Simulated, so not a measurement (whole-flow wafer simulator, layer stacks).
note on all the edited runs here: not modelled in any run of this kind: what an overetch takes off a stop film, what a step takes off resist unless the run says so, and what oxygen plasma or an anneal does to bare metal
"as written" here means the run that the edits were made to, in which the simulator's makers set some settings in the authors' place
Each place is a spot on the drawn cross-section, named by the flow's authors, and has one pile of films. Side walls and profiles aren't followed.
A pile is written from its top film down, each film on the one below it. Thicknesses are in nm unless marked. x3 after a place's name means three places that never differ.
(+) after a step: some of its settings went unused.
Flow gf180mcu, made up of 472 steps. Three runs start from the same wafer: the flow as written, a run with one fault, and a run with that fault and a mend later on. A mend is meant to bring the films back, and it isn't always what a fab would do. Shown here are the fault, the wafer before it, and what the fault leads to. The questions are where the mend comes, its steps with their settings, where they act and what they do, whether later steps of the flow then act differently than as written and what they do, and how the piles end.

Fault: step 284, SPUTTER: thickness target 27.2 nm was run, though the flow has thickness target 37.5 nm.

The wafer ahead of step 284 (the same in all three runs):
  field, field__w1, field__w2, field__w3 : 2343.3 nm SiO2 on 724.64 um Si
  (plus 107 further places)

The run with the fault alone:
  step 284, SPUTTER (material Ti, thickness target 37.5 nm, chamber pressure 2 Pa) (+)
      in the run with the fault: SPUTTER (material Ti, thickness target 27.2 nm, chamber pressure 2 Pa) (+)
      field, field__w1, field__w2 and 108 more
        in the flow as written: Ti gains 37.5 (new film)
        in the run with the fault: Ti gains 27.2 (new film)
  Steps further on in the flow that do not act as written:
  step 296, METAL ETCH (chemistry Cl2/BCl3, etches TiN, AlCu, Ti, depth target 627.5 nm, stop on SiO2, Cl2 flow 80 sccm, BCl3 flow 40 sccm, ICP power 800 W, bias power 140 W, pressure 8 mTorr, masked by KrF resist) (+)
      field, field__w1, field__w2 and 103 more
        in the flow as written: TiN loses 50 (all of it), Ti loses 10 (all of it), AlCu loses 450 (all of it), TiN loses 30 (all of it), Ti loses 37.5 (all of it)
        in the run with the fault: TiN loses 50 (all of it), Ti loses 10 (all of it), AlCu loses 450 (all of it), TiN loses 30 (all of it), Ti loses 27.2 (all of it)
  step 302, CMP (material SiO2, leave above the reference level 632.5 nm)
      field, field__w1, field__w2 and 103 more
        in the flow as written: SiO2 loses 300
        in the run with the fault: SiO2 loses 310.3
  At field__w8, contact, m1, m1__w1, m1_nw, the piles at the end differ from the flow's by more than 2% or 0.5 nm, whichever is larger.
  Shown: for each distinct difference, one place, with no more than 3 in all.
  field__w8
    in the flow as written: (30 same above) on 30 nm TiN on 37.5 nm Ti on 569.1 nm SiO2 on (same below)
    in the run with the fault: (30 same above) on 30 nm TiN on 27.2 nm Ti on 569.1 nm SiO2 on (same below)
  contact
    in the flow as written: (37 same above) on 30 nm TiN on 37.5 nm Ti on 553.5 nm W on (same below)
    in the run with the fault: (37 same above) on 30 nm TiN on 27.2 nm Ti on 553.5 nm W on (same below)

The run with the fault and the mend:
  The mend follows step 284.
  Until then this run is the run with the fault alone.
  step 284a, SPUTTER (material Ti, thickness target 10.3 nm, chamber pressure 2 Pa) (+) (the flow's step 284 again, with other settings)
      field, field__w1, field__w2 and 108 more
        Ti gains 10.3
  None of the later steps of the flow acts differently than as written at any place that is followed.
  By the end, the piles equal the flow's at every place that both follow.
